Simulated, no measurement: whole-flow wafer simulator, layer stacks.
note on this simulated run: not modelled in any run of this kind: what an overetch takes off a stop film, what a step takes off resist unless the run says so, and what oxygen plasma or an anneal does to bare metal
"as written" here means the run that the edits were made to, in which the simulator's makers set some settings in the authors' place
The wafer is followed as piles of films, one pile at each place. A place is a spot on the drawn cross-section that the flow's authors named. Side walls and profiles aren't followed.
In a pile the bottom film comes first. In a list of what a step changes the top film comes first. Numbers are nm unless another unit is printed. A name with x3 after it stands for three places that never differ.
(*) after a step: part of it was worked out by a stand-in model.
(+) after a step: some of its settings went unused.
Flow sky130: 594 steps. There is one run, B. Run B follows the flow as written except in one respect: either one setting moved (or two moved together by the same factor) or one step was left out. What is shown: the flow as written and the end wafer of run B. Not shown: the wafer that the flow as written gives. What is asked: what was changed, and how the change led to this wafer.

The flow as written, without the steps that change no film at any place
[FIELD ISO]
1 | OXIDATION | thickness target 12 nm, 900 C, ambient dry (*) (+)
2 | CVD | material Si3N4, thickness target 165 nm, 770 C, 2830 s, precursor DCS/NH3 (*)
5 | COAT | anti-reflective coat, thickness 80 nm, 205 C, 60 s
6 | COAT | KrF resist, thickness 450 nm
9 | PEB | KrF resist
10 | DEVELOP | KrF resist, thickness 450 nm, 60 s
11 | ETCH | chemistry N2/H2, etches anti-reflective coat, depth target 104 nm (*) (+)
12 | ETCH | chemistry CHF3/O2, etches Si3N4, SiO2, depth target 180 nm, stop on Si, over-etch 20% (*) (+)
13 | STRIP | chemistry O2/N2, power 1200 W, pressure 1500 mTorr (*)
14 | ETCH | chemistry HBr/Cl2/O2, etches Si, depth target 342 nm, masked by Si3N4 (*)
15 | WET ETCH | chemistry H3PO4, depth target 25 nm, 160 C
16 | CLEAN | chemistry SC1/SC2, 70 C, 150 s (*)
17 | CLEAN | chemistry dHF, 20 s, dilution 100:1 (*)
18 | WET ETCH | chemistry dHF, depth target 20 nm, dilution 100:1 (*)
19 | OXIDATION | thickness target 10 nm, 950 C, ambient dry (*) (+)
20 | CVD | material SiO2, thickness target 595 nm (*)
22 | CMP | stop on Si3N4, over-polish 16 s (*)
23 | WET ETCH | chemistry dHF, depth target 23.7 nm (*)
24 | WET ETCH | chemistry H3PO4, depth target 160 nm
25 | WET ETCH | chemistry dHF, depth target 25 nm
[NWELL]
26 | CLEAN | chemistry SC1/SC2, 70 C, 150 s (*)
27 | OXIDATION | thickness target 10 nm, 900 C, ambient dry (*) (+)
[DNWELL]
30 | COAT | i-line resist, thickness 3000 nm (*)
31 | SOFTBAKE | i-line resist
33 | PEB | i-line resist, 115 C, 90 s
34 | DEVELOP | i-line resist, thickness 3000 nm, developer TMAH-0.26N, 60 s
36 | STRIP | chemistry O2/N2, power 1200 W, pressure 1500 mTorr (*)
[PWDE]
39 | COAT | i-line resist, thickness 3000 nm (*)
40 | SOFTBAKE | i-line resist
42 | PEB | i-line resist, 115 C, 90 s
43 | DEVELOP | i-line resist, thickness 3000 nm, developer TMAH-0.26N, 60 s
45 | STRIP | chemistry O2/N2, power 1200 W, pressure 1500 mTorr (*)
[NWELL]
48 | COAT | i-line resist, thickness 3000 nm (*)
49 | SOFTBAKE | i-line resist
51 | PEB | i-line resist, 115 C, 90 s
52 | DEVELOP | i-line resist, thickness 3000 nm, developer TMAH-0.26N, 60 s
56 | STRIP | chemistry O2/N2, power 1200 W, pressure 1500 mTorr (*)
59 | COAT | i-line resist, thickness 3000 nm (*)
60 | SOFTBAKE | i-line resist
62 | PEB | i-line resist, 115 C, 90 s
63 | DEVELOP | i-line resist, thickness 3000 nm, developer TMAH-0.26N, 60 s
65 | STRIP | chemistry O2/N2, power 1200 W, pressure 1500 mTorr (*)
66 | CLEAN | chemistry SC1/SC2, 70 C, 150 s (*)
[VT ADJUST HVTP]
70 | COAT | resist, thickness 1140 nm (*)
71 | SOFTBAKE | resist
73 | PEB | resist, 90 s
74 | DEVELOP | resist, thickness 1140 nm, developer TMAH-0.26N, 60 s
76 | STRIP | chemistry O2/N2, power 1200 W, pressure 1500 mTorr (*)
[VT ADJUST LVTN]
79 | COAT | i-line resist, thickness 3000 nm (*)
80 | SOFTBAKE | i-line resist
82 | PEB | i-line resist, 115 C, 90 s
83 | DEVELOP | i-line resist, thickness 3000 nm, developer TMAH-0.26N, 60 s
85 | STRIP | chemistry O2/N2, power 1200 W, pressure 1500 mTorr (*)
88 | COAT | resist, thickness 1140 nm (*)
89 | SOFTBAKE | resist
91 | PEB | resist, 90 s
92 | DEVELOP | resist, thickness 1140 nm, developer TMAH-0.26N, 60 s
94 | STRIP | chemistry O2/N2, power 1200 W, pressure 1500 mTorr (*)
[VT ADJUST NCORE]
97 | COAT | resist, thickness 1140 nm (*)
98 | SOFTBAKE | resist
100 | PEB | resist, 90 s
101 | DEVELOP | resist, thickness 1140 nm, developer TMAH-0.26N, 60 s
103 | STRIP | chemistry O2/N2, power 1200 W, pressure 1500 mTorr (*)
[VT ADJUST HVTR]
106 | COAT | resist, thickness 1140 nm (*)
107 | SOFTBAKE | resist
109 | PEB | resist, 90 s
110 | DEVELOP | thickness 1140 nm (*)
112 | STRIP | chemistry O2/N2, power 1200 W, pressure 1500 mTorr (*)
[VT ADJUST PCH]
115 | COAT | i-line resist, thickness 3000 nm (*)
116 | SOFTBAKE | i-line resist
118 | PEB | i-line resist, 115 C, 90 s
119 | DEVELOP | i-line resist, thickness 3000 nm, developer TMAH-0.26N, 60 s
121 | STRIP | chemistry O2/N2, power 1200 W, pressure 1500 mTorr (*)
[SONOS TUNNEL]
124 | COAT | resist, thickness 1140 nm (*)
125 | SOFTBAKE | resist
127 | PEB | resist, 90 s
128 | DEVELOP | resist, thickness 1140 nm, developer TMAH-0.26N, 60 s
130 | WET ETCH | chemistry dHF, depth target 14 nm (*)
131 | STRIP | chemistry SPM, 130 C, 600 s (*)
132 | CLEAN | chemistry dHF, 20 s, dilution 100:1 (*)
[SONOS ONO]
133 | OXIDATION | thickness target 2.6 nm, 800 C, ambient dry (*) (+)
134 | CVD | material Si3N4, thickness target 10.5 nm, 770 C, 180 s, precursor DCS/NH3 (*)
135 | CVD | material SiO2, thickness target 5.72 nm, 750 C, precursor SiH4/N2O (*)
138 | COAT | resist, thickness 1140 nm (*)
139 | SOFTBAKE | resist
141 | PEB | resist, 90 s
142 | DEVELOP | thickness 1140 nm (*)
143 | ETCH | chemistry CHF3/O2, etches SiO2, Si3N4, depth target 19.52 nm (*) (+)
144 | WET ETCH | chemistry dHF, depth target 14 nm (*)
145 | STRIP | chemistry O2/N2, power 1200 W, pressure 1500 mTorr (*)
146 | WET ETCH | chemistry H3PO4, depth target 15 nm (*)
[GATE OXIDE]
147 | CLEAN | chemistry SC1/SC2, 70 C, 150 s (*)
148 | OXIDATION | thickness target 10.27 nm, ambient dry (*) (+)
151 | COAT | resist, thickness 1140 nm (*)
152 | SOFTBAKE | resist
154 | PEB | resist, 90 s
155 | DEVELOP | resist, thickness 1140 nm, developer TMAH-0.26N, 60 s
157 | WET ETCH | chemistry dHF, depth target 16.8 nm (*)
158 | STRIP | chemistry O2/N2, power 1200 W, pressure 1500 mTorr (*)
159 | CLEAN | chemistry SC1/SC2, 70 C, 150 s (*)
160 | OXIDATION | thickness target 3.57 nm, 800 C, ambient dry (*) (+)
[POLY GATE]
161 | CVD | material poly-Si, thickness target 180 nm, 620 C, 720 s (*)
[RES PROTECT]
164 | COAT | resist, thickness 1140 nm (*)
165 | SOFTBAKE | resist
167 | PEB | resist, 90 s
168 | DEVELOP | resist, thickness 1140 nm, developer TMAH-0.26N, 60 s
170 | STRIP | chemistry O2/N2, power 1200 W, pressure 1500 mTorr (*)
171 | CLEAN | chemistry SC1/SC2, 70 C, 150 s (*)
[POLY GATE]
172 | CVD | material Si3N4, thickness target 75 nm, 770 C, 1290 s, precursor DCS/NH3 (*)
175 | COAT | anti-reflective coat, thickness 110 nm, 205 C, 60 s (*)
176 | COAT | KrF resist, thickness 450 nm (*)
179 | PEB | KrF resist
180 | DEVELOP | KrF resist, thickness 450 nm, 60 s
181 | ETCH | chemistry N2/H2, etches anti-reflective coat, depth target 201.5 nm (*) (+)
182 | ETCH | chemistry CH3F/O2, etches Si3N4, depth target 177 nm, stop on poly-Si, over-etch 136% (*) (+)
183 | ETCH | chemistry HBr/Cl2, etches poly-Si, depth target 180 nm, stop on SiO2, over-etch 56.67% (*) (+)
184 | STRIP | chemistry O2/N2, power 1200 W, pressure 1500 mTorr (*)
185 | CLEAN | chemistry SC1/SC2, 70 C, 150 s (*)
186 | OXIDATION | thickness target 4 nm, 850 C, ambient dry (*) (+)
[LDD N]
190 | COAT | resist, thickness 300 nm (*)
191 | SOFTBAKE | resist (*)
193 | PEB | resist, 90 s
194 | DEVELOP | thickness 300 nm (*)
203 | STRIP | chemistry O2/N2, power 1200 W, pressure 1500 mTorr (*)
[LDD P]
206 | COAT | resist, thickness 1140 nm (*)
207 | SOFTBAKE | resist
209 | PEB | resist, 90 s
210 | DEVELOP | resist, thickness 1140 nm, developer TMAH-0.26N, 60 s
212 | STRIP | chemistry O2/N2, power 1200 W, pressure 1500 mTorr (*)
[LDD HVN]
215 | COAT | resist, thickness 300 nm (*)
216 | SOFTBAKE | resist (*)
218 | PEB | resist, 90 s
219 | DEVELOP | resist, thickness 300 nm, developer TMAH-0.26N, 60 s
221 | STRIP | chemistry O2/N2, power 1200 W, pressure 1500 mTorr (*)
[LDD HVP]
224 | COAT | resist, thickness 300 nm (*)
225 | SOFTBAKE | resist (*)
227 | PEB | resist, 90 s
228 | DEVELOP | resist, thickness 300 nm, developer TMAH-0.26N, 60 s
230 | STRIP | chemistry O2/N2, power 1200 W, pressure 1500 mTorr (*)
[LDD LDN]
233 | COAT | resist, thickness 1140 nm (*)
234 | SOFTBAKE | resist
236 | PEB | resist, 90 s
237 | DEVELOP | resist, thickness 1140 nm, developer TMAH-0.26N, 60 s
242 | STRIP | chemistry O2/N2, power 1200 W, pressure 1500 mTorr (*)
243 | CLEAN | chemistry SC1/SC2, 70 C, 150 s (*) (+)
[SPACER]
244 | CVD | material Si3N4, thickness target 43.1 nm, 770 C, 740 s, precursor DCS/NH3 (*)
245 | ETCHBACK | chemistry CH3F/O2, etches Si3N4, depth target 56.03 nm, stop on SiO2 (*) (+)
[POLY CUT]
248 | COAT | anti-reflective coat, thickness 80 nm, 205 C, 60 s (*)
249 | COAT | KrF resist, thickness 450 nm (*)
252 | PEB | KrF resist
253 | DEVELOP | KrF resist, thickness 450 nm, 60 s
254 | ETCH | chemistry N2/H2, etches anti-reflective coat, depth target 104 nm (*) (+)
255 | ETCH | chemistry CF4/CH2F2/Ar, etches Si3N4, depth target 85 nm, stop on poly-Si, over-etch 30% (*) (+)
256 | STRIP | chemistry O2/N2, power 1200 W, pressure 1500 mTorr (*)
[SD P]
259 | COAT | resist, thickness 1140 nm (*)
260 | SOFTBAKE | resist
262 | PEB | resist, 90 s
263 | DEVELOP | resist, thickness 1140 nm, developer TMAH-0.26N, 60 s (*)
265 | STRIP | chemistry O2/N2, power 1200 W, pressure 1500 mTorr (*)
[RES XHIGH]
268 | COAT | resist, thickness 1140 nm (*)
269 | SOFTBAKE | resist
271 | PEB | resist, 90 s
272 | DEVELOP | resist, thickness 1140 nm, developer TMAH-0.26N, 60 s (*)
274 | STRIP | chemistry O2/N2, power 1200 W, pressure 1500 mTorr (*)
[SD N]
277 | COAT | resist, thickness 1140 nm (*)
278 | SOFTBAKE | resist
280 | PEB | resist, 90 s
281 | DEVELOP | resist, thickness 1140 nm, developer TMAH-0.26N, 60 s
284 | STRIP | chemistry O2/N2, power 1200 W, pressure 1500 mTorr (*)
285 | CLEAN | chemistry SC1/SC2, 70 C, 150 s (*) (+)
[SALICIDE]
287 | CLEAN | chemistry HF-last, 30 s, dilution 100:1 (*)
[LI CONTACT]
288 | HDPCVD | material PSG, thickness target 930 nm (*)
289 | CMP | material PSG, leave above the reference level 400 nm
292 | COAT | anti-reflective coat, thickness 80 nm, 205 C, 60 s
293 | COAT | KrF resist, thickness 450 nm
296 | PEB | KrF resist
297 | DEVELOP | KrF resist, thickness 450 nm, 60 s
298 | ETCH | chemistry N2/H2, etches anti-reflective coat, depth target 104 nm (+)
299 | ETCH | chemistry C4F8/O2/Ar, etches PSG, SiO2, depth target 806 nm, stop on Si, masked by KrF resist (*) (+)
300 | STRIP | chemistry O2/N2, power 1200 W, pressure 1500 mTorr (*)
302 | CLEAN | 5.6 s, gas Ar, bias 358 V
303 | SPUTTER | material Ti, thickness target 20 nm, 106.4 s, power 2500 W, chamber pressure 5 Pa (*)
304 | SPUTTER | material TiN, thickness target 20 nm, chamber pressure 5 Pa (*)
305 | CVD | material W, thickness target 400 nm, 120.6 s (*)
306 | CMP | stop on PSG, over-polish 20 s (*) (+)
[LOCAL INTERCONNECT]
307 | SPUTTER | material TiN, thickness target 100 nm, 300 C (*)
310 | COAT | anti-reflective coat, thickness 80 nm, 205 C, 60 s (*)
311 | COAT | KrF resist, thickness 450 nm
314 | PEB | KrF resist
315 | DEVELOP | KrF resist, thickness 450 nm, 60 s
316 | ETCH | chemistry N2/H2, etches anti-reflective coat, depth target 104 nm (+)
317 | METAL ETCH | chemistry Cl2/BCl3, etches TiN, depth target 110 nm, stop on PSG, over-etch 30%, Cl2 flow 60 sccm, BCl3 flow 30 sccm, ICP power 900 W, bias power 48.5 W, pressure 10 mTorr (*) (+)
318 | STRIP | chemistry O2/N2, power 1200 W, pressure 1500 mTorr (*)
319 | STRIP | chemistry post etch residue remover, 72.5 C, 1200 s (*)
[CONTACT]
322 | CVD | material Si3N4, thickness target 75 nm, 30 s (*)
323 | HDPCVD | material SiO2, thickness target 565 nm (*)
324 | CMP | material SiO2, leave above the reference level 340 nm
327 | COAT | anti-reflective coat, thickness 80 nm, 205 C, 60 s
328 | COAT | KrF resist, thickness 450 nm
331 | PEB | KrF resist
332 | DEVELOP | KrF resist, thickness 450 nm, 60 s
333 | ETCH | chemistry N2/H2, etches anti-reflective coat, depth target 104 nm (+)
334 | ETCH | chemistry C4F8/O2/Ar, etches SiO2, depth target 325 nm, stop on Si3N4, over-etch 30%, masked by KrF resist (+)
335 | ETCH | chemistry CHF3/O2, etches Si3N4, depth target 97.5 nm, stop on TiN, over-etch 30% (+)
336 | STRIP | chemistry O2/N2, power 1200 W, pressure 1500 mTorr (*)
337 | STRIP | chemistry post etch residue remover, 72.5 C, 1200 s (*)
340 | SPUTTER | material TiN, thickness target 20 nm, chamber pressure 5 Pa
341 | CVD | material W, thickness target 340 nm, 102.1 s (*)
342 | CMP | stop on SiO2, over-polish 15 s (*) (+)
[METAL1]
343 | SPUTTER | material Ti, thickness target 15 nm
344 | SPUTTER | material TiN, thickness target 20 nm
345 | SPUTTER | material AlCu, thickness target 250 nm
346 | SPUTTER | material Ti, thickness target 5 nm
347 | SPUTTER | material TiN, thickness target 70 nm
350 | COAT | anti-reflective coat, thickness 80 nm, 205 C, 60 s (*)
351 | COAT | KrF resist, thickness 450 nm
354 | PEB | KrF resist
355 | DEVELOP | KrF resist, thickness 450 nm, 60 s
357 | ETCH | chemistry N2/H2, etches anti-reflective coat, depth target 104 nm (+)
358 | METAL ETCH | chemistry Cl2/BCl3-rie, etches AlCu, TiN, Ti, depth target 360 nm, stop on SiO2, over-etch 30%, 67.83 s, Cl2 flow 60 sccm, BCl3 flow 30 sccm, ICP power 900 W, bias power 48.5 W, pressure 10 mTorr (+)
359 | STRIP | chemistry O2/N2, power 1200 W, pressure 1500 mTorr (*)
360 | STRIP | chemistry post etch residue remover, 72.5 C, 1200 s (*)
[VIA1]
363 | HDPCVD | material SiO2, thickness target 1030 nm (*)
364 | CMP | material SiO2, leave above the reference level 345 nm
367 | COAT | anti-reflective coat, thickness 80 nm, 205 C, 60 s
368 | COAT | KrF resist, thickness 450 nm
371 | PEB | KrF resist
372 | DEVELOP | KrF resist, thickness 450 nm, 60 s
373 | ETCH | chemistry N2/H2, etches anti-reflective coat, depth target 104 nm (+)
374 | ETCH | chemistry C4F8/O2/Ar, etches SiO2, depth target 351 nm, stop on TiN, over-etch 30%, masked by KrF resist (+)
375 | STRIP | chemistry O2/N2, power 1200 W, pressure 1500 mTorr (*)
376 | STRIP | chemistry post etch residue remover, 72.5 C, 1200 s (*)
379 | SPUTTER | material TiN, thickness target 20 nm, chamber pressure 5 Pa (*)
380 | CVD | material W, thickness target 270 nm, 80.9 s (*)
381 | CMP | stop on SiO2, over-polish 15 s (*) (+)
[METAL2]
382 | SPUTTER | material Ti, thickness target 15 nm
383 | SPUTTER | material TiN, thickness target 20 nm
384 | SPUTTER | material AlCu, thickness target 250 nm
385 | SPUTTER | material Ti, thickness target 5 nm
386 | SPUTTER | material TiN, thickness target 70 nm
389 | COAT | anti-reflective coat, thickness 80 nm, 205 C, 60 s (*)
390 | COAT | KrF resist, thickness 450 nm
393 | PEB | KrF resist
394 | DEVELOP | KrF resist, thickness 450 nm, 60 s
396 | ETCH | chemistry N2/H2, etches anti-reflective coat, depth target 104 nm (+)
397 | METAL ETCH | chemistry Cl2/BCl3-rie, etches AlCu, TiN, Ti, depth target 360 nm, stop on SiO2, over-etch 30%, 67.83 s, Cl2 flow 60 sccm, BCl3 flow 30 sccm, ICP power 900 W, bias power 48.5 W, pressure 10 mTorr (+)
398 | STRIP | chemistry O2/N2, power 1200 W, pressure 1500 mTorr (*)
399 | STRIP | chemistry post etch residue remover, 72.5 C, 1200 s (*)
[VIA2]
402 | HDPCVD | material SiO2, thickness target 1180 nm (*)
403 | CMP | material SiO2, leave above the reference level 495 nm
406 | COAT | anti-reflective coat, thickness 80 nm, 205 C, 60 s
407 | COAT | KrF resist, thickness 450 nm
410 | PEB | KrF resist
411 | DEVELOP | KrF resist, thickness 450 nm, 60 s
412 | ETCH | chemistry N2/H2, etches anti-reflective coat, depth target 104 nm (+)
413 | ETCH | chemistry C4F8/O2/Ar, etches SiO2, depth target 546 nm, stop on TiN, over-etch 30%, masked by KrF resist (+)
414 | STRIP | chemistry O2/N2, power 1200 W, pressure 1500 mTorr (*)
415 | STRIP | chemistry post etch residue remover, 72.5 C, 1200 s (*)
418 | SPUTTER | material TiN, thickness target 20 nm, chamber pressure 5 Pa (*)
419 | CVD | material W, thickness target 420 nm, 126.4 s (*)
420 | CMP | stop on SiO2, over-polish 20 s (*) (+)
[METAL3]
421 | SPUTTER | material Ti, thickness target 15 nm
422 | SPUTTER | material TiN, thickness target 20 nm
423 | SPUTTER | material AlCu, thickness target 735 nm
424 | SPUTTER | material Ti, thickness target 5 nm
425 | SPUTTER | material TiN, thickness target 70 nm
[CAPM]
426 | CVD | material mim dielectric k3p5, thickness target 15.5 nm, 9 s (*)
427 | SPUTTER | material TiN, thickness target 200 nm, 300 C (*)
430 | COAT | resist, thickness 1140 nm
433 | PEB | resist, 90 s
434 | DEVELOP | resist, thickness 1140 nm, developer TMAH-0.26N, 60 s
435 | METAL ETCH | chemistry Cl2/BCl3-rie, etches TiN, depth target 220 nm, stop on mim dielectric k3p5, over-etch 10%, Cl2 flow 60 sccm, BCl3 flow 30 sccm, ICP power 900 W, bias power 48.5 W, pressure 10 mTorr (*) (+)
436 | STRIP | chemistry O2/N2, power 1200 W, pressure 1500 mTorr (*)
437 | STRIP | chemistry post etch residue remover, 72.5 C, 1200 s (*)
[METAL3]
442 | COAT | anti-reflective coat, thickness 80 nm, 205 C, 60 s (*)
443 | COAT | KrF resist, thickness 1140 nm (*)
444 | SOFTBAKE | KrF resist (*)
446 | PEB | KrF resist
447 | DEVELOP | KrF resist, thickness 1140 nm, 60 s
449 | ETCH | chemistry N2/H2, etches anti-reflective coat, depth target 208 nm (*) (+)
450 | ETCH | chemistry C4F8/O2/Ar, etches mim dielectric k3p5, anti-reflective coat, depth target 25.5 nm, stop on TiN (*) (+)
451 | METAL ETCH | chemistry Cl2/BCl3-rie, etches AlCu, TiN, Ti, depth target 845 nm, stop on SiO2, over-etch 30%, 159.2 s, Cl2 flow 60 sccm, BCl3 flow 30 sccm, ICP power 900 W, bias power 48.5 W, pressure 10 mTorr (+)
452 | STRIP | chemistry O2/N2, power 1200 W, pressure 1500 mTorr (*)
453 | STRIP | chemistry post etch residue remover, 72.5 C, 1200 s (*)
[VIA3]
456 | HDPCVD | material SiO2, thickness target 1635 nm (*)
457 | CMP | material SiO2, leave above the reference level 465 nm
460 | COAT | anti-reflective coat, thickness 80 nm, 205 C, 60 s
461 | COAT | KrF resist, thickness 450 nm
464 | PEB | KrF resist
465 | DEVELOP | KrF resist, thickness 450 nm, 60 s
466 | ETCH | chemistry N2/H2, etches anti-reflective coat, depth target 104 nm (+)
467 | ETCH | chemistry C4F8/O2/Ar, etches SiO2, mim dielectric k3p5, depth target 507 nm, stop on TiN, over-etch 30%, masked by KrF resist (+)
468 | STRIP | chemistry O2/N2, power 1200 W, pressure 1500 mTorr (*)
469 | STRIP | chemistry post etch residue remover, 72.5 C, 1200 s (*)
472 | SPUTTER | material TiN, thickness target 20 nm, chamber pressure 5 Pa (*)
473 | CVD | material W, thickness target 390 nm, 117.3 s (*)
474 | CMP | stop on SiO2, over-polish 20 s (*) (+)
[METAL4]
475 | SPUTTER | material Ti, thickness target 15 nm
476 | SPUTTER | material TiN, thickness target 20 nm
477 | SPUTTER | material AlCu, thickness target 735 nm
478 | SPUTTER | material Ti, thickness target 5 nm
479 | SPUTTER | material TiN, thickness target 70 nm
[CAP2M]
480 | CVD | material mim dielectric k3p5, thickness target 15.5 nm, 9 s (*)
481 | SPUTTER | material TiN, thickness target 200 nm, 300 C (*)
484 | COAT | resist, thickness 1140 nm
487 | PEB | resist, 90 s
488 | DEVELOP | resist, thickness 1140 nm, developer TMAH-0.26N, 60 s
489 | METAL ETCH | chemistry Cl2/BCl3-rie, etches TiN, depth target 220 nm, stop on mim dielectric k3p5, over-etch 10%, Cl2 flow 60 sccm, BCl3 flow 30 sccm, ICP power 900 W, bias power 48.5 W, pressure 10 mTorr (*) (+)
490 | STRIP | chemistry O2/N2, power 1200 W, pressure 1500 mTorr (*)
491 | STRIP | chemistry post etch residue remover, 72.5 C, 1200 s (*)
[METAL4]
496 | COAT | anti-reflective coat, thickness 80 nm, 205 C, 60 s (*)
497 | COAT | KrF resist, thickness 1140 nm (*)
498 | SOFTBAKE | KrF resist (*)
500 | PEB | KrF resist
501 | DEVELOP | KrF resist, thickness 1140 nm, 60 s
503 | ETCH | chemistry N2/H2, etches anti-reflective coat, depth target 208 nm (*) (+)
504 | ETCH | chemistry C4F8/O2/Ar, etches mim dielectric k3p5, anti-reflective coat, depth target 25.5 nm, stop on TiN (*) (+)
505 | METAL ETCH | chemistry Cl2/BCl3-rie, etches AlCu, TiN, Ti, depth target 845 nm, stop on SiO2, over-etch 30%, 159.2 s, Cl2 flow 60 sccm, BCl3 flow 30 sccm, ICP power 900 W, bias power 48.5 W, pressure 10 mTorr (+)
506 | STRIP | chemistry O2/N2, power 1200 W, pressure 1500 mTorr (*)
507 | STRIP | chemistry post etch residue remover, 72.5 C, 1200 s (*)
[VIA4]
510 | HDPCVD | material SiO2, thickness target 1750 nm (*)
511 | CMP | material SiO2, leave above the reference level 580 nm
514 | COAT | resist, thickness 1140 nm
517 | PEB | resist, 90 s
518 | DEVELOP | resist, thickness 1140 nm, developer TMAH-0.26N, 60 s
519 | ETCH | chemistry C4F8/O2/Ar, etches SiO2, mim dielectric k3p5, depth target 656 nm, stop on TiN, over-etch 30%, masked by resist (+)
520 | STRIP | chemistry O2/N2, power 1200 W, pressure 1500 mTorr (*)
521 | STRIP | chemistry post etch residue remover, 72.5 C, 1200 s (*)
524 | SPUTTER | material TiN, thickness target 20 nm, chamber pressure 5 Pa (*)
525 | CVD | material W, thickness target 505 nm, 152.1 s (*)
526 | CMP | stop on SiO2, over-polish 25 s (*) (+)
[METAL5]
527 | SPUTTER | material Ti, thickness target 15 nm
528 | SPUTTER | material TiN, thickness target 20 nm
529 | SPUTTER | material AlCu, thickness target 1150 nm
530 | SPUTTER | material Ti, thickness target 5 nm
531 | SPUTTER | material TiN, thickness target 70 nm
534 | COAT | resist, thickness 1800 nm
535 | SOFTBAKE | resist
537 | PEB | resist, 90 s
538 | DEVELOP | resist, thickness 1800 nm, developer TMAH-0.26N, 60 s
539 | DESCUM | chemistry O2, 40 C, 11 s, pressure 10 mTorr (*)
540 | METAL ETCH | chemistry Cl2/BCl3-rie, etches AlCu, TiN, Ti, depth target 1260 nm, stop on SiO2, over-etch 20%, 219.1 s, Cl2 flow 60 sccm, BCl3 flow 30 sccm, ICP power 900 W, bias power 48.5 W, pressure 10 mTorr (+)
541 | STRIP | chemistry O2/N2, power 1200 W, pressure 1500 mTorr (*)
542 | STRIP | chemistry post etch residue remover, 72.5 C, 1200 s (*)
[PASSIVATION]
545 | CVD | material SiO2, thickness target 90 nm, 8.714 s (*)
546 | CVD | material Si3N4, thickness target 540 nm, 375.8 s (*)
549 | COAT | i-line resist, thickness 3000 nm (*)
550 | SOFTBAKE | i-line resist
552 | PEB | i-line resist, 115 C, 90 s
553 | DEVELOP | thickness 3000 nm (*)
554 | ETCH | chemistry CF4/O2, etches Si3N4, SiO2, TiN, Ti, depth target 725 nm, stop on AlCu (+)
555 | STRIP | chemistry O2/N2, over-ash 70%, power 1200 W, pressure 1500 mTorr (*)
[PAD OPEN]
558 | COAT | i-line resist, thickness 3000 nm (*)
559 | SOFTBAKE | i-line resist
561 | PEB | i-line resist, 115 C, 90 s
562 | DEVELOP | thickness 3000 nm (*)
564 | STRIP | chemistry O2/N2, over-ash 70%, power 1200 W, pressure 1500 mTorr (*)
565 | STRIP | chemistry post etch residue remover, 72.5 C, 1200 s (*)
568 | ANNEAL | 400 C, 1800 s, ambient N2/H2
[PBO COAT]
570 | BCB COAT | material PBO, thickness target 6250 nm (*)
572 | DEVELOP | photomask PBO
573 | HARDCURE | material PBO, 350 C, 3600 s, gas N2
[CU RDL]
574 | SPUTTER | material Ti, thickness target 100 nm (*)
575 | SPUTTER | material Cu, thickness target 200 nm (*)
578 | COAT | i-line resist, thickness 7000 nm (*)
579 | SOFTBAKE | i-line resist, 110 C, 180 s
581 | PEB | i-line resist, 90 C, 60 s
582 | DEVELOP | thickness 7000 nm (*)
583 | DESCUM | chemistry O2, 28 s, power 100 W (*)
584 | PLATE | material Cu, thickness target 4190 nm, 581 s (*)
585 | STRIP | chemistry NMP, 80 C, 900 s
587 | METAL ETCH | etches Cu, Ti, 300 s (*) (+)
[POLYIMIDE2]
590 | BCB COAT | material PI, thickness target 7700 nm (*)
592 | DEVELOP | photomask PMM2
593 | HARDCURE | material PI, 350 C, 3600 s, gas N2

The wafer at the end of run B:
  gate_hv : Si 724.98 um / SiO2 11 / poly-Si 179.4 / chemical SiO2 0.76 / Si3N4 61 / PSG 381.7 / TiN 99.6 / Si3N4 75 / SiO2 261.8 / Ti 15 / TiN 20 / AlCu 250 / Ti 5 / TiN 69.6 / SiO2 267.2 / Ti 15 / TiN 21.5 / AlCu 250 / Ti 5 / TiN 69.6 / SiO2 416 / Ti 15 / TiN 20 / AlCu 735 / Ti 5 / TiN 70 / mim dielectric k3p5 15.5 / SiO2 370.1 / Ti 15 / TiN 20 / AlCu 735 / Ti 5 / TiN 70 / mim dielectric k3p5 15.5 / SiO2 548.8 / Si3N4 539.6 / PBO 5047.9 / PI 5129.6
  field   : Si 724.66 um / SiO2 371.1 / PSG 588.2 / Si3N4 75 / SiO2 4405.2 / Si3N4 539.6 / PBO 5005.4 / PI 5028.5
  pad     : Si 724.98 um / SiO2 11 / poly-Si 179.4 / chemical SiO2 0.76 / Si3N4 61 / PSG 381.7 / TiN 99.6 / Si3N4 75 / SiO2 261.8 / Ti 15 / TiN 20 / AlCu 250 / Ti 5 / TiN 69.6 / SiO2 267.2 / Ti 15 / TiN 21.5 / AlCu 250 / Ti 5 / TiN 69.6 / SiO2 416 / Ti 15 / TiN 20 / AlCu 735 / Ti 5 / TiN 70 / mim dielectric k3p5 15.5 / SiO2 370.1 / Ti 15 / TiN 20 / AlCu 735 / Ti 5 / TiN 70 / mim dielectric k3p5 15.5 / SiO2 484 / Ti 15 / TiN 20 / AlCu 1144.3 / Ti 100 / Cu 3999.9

The reason: step 383, SPUTTER: thickness target 21.5 nm was run, whereas the flow has thickness target 20 nm.
The wafer lets one read it off: gate_hv has TiN 21.5, and step 383 as written asks for 20 nm.

How this came from the change, step by step:
  383 | SPUTTER | material TiN, thickness target 20 nm
      field, active, n_well and 188 more: +21.5 TiN (new film) (it would be, as written: +20 TiN (new film))
  397 | METAL ETCH | chemistry Cl2/BCl3-rie, etches AlCu, TiN, Ti, depth target 360 nm, stop on SiO2, over-etch 30%, 67.83 s, Cl2 flow 60 sccm, BCl3 flow 30 sccm, ICP power 900 W, bias power 48.5 W, pressure 10 mTorr (+)
      field, active, gate and 82 more: -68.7 TiN (all of it), -5 Ti (all of it), -250 AlCu (all of it), -21.5 TiN (all of it), -15 Ti (all of it), -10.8 SiO2 (it would be, as written: -68.7 TiN (all of it), -5 Ti (all of it), -250 AlCu (all of it), -20 TiN (all of it), -15 Ti (all of it), -10.9 SiO2)
